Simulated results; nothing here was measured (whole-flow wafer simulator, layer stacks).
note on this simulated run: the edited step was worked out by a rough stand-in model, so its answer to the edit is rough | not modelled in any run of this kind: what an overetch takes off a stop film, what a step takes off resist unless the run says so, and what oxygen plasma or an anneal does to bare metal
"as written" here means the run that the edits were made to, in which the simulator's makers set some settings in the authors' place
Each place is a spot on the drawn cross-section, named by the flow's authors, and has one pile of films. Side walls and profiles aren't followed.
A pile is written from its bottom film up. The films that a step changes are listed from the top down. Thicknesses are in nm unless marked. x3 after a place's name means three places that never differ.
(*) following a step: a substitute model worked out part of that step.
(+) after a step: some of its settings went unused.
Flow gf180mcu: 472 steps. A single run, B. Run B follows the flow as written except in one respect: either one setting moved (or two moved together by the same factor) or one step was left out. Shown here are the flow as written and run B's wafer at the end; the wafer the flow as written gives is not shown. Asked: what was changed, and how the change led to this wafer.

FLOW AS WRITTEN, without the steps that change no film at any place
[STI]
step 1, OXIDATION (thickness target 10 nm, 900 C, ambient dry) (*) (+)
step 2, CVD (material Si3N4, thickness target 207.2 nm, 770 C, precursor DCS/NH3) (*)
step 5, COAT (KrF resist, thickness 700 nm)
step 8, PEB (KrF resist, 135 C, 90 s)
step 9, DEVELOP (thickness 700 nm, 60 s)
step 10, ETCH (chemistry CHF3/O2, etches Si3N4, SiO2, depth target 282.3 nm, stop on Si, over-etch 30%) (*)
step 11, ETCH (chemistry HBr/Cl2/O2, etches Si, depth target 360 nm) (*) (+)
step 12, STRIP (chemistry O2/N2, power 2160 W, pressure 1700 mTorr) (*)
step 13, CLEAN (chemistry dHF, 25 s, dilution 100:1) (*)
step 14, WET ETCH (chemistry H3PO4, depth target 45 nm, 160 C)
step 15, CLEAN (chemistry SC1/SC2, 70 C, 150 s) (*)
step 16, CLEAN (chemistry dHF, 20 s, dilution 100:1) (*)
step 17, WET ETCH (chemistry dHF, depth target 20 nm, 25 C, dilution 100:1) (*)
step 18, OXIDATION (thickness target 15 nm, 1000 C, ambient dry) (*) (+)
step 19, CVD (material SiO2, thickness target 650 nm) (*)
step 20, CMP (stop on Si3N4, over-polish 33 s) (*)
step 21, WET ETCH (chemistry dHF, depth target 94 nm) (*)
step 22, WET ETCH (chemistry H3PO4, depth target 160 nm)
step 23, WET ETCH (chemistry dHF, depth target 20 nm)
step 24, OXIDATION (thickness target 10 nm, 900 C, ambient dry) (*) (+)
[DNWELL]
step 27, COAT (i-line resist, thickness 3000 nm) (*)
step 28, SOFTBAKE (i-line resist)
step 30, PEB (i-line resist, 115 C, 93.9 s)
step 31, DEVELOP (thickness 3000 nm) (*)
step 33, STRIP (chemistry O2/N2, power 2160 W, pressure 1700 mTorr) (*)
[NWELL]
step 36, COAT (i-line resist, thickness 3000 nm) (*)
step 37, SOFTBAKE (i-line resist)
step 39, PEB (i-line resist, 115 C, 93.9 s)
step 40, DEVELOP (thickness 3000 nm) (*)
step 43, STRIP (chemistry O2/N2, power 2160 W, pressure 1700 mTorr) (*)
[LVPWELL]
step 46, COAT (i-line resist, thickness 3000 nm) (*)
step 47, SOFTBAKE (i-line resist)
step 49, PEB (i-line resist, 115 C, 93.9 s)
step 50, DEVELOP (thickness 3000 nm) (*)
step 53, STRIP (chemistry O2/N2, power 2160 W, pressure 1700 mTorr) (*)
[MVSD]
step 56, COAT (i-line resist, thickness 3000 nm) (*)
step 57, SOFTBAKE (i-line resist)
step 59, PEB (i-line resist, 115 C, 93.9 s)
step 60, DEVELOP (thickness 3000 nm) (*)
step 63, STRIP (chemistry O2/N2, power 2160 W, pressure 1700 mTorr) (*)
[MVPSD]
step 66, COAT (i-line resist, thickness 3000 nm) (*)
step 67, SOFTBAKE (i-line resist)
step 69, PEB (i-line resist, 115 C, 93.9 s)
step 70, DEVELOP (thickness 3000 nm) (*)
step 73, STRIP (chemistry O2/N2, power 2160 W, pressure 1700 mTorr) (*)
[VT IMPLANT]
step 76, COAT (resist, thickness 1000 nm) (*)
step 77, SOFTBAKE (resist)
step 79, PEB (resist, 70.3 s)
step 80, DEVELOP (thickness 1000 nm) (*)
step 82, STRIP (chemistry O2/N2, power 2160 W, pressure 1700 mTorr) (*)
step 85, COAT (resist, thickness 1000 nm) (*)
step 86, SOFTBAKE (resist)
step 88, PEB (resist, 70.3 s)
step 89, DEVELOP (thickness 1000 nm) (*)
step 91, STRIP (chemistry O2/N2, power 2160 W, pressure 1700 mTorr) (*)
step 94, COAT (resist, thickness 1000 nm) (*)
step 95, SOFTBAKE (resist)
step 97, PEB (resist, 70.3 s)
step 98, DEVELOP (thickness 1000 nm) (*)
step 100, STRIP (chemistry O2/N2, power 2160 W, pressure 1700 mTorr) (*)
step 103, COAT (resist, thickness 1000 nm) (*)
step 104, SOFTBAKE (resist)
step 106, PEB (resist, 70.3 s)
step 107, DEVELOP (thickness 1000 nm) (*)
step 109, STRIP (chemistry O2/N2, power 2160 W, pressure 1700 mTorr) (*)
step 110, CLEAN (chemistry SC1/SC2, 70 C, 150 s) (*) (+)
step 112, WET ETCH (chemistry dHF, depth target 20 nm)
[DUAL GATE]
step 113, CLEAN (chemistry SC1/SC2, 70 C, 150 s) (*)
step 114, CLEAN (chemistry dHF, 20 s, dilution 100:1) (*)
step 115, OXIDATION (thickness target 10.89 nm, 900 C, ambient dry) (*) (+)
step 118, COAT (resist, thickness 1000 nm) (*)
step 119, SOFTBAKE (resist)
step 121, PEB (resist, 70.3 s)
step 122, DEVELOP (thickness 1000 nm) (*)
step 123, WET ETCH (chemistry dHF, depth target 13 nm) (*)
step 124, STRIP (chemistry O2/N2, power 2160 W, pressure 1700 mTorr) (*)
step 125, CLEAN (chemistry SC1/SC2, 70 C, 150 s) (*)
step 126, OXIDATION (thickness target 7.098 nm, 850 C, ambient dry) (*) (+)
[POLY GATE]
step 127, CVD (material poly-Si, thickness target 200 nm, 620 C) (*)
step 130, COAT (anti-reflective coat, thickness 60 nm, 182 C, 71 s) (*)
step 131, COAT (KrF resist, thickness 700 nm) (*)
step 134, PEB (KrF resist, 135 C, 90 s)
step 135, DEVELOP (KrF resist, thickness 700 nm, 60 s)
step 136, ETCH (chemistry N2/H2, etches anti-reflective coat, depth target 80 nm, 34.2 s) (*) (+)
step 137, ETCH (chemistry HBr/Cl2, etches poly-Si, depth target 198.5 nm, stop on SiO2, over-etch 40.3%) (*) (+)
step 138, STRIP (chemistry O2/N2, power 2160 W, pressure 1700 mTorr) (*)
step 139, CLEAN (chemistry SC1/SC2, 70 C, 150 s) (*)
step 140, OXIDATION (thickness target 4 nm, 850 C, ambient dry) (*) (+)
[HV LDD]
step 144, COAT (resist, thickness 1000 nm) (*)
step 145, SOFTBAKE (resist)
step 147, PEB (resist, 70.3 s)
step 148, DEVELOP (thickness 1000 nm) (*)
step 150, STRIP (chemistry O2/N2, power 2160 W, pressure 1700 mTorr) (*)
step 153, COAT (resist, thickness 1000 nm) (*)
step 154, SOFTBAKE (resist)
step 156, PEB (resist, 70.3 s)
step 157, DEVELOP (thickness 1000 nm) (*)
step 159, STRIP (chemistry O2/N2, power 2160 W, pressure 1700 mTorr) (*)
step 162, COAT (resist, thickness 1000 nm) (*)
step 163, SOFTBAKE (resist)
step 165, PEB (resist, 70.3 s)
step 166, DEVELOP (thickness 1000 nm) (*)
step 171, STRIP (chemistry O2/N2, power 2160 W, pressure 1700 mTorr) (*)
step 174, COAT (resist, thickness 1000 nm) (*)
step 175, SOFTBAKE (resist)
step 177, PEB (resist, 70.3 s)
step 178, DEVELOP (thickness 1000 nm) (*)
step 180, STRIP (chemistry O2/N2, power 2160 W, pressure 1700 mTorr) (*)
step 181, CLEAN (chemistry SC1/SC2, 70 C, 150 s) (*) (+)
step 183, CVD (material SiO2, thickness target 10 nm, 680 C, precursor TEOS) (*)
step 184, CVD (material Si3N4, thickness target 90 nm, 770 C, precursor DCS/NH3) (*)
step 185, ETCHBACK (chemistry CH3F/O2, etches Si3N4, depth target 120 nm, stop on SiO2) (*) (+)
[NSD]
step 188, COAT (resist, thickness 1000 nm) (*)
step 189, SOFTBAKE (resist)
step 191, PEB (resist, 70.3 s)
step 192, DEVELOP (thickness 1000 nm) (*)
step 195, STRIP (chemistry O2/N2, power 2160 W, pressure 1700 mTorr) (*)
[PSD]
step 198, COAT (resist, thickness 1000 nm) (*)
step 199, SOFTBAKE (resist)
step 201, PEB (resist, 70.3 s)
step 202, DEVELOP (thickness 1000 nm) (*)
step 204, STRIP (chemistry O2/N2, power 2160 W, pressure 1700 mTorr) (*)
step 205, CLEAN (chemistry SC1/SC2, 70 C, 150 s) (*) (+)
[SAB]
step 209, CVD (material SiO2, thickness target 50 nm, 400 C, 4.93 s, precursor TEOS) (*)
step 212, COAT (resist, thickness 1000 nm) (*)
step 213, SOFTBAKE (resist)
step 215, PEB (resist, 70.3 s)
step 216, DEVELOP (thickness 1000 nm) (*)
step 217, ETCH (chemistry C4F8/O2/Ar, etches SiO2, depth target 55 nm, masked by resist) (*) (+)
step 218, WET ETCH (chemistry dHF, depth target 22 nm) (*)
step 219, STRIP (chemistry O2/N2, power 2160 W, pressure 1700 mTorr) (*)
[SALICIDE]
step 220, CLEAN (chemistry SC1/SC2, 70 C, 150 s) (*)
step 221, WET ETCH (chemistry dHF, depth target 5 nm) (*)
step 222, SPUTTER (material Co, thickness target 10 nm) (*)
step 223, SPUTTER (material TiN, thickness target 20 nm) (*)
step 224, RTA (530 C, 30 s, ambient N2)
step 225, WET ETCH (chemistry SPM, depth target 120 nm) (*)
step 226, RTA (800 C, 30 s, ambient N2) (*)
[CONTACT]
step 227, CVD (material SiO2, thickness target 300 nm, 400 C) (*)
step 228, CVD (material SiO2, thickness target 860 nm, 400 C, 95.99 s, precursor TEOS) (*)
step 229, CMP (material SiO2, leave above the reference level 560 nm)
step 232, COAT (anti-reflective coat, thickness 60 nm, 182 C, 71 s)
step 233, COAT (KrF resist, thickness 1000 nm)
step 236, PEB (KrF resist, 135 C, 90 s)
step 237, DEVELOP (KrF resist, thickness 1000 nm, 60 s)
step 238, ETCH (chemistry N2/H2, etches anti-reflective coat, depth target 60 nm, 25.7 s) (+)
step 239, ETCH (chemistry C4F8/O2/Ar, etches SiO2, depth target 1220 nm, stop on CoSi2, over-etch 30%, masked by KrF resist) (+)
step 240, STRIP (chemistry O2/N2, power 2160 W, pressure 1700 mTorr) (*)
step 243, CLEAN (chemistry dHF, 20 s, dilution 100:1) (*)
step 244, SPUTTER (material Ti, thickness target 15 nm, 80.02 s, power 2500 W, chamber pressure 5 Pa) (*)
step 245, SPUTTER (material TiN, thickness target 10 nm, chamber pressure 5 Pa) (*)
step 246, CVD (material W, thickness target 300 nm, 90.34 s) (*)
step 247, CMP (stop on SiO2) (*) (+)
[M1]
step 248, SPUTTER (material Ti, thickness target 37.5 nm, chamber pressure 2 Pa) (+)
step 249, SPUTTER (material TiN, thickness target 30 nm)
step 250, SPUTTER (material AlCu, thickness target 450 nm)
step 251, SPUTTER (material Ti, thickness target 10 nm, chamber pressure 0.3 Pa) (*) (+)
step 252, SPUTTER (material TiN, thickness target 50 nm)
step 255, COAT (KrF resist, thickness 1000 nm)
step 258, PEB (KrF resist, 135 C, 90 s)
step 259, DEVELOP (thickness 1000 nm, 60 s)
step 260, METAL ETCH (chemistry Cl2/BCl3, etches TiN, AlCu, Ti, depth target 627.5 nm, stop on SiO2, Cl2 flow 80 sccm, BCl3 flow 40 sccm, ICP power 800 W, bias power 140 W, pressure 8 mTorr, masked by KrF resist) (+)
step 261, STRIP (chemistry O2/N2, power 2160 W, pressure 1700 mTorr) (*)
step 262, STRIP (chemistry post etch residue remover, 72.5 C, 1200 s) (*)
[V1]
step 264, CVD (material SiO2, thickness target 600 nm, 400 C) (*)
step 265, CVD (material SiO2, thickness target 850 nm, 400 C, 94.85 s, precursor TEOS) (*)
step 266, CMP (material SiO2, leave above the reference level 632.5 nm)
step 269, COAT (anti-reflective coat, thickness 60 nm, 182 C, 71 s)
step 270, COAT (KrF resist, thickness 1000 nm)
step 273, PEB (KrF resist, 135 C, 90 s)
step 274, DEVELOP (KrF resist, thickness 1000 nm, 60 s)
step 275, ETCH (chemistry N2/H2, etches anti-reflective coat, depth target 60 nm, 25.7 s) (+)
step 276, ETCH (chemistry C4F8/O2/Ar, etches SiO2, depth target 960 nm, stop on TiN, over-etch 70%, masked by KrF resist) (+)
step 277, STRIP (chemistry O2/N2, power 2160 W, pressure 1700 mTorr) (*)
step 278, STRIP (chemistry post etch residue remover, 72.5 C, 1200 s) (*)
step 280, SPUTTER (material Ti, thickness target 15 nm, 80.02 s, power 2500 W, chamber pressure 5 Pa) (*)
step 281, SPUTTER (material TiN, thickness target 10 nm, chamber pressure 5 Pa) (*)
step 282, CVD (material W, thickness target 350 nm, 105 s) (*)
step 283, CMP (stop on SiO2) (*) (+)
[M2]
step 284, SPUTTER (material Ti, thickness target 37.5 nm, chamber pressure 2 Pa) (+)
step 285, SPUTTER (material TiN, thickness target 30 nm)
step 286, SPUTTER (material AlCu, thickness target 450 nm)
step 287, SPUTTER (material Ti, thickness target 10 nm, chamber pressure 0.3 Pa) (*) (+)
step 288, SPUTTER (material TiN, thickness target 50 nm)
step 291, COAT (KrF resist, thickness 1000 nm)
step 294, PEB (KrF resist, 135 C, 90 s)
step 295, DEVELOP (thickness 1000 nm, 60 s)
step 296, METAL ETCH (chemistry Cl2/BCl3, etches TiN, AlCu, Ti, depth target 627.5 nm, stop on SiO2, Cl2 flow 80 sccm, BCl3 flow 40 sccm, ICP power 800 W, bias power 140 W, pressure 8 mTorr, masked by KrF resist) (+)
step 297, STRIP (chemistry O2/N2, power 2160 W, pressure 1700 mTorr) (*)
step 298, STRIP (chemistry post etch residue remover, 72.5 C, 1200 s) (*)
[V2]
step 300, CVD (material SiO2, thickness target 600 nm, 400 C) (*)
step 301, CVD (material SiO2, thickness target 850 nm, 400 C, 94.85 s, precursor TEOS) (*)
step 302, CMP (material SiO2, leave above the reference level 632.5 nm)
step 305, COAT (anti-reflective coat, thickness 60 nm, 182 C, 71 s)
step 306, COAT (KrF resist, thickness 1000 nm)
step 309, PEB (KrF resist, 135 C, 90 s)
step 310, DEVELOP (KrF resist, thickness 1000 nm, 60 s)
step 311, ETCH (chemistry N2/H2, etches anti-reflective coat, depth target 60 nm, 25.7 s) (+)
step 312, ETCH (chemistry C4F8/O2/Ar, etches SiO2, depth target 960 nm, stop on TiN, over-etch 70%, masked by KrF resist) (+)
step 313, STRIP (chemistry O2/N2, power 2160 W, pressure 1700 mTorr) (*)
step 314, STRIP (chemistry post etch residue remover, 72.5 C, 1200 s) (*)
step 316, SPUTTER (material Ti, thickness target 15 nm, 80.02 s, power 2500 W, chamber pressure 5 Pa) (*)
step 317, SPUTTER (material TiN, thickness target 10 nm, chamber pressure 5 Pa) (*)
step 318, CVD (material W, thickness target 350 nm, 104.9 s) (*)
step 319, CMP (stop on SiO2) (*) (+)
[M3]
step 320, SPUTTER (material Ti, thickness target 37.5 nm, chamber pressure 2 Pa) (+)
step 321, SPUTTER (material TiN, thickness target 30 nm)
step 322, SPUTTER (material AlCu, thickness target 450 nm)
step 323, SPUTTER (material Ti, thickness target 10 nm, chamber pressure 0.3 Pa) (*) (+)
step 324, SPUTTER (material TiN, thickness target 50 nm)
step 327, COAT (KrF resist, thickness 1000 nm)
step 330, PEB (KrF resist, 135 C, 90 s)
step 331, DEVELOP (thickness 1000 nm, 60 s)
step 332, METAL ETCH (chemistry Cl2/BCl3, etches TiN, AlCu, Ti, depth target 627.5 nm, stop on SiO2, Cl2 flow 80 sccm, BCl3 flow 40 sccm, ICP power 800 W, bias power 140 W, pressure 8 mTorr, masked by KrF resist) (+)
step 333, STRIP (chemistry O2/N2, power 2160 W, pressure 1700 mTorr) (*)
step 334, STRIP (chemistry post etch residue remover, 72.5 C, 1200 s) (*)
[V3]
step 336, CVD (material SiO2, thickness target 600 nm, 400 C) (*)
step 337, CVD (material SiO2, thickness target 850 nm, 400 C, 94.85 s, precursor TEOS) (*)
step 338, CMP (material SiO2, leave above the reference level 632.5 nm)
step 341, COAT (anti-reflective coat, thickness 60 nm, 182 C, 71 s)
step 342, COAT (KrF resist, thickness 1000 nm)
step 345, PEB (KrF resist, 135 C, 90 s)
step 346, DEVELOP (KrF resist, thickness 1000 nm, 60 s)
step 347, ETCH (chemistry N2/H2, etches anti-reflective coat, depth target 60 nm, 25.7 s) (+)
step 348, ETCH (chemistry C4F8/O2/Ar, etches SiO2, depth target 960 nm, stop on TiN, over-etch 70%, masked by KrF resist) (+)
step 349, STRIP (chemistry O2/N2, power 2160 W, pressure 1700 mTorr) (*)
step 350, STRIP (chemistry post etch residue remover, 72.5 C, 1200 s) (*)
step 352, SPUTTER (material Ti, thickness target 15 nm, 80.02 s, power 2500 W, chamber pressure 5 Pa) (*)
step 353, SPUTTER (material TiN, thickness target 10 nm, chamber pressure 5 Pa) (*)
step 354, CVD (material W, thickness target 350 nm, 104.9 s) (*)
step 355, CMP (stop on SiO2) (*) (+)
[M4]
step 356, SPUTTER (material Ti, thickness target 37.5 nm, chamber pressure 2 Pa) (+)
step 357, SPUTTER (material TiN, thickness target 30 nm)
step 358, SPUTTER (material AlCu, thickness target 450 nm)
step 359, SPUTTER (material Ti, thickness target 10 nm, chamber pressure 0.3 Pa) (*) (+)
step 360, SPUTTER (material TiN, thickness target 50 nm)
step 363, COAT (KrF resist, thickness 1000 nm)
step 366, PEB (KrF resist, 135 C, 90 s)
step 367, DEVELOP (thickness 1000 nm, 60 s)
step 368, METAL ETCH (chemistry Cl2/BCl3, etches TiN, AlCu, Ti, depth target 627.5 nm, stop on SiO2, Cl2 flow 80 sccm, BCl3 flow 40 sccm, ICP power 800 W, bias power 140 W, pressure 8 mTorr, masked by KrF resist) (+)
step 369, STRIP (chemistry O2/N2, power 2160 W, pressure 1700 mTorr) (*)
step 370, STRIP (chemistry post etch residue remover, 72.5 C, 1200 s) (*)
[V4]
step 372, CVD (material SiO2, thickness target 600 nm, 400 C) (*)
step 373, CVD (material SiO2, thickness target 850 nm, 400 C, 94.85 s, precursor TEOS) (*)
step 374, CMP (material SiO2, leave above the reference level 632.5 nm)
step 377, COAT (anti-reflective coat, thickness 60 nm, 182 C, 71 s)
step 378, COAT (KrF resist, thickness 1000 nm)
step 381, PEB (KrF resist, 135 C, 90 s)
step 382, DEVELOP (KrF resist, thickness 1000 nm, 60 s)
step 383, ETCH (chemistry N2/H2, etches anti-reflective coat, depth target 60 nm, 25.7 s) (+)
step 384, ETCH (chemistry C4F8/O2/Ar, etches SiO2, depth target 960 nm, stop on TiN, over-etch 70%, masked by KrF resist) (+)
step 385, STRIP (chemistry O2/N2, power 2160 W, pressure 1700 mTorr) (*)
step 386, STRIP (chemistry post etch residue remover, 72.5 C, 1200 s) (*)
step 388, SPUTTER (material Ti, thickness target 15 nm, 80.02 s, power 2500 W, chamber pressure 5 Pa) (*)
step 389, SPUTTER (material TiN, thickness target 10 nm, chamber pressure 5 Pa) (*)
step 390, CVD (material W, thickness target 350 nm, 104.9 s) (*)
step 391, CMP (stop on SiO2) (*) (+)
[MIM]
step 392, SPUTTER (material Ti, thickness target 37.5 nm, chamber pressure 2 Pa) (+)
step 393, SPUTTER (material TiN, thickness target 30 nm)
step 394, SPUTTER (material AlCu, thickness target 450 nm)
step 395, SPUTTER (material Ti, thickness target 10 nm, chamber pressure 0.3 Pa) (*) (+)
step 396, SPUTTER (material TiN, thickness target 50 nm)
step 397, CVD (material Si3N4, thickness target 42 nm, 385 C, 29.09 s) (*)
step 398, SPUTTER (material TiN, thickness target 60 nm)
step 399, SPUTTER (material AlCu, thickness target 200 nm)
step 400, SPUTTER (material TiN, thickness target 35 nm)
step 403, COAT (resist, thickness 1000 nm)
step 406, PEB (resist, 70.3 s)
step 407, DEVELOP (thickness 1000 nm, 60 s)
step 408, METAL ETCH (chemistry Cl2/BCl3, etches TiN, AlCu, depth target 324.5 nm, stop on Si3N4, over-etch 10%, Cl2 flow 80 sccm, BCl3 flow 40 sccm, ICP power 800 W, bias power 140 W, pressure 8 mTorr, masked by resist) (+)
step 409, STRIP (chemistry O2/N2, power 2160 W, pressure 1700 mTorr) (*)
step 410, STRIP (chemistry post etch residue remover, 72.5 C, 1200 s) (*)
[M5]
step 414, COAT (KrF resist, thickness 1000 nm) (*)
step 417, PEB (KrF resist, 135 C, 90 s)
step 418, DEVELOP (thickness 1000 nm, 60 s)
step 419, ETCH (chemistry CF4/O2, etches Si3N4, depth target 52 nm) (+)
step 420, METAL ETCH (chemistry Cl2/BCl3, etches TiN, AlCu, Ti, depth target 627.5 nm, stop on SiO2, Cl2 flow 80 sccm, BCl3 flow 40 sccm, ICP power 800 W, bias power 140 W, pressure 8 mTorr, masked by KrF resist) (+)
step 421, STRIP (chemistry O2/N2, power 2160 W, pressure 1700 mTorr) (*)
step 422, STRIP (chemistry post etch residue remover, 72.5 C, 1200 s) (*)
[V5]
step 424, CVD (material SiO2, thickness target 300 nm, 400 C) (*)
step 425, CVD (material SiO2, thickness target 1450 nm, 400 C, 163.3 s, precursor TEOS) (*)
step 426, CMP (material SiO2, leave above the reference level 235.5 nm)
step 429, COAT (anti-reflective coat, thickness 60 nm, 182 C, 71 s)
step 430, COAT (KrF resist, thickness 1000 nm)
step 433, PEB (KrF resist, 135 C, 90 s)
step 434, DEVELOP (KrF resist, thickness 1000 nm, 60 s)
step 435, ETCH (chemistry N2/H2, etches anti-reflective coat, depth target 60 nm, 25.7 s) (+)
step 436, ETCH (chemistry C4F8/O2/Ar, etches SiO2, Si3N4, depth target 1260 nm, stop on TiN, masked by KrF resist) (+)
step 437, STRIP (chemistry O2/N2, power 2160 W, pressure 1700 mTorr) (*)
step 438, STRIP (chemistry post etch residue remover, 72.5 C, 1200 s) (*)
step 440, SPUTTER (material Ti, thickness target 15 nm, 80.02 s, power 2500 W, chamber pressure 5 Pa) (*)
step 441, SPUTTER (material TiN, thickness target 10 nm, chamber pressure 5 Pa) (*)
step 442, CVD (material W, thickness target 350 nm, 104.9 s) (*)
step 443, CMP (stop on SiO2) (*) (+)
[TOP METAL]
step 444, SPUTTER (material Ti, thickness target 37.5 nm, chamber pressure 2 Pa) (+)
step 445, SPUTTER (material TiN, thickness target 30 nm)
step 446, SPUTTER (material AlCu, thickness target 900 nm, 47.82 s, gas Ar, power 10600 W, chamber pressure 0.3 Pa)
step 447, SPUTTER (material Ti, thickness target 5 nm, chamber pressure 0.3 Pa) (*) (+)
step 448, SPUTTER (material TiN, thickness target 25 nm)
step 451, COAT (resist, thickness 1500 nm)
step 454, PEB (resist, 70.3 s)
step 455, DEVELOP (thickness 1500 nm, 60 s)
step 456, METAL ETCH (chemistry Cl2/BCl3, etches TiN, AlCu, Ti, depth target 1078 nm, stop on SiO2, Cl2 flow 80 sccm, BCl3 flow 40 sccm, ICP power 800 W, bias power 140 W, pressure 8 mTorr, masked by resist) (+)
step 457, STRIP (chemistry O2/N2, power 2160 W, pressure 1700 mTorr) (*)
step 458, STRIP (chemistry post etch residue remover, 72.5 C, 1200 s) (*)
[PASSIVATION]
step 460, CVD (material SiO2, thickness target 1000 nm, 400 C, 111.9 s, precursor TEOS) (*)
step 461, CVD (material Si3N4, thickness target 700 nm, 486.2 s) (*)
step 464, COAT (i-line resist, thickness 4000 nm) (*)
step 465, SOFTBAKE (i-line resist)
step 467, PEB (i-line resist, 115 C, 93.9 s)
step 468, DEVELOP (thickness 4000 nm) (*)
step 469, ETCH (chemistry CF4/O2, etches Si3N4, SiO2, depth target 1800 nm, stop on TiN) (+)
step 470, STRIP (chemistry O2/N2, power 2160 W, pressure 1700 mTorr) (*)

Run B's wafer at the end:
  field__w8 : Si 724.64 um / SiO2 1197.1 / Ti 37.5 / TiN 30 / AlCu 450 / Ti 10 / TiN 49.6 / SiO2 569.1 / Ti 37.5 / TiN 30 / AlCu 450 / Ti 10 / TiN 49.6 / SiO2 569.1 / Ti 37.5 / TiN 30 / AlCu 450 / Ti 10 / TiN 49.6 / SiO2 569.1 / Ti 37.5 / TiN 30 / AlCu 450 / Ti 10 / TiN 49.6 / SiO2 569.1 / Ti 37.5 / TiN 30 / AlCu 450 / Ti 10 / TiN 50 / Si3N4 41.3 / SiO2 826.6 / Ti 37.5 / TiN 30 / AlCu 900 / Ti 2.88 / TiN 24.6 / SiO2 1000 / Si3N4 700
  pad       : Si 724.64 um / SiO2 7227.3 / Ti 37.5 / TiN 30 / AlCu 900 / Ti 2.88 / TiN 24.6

The reason: step 447, SPUTTER: thickness target 2.88 nm was run, whereas the flow has thickness target 5 nm.
The wafer itself shows it: field__w8 has Ti 2.88, and step 447 as written asks for 5 nm.

How this came from the change, step by step:
  step 447, SPUTTER (material Ti, thickness target 5 nm, chamber pressure 0.3 Pa) (*) (+)
      field, field__w1, field__w2 and 109 more: Ti gains 2.88 (new film) (as written it would have been: Ti gains 5 (new film))
  step 456, METAL ETCH (chemistry Cl2/BCl3, etches TiN, AlCu, Ti, depth target 1078 nm, stop on SiO2, Cl2 flow 80 sccm, BCl3 flow 40 sccm, ICP power 800 W, bias power 140 W, pressure 8 mTorr, masked by resist) (+)
      field, field__w1, field__w2 and 103 more: TiN loses 25 (all of it), Ti loses 2.88 (all of it), AlCu loses 900 (all of it), TiN loses 30 (all of it), Ti loses 37.5 (all of it) (as written it would have been: TiN loses 25 (all of it), Ti loses 5 (all of it), AlCu loses 900 (all of it), TiN loses 30 (all of it), Ti loses 37.5 (all of it))
